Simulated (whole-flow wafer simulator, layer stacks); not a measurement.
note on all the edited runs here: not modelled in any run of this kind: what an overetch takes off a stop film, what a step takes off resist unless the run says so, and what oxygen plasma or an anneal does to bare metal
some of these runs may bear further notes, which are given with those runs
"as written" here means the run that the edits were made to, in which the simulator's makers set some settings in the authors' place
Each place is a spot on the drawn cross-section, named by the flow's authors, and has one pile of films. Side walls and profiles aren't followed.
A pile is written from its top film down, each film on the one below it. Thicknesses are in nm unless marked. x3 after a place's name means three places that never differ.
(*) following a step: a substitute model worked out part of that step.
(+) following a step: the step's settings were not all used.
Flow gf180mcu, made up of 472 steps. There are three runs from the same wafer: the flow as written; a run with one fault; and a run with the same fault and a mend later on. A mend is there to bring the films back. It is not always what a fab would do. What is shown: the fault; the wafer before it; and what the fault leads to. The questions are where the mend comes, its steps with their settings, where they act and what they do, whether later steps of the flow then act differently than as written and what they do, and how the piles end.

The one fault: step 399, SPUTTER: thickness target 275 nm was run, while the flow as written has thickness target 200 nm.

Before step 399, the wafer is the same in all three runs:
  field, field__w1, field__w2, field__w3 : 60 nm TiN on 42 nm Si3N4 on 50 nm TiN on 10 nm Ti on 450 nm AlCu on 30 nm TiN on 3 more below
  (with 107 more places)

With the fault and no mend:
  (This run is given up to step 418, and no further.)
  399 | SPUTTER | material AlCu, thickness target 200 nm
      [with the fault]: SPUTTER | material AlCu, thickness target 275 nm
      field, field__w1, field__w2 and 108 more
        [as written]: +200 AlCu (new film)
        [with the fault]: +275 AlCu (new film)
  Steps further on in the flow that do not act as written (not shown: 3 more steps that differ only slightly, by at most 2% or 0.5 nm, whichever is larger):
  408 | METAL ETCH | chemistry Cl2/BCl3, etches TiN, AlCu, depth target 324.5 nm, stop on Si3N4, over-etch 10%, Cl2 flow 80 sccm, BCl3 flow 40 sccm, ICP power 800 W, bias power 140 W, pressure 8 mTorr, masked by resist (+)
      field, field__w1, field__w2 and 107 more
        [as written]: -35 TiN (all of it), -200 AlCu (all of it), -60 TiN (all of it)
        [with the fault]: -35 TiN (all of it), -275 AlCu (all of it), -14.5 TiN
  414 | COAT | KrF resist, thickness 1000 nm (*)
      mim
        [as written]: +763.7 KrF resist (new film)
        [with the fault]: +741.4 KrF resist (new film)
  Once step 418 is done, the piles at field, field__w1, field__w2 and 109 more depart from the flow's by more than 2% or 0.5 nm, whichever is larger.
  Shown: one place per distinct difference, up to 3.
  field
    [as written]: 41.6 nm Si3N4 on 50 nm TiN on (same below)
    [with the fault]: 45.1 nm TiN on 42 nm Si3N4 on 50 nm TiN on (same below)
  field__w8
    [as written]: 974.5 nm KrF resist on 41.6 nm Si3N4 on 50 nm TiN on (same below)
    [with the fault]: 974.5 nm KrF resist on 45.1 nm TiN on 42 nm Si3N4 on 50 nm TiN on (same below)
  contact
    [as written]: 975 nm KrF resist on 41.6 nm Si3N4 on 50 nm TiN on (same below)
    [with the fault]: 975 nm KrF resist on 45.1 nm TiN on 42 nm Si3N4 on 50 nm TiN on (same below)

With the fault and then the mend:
  The mend stands after step 399.
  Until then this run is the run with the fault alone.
  399a | METAL ETCH | chemistry Cl2/BCl3, etches TiN, AlCu, Ti, depth target 75 nm, Cl2 flow 80 sccm, BCl3 flow 40 sccm, ICP power 800 W, bias power 140 W, pressure 8 mTorr (a further turn of the flow's step 260, with different settings)
      field, field__w1, field__w2 and 108 more
        -75 AlCu
  Later steps of the flow that are run all act as written at every place that is followed.
  The piles end the same as the flow's at every place that both follow.
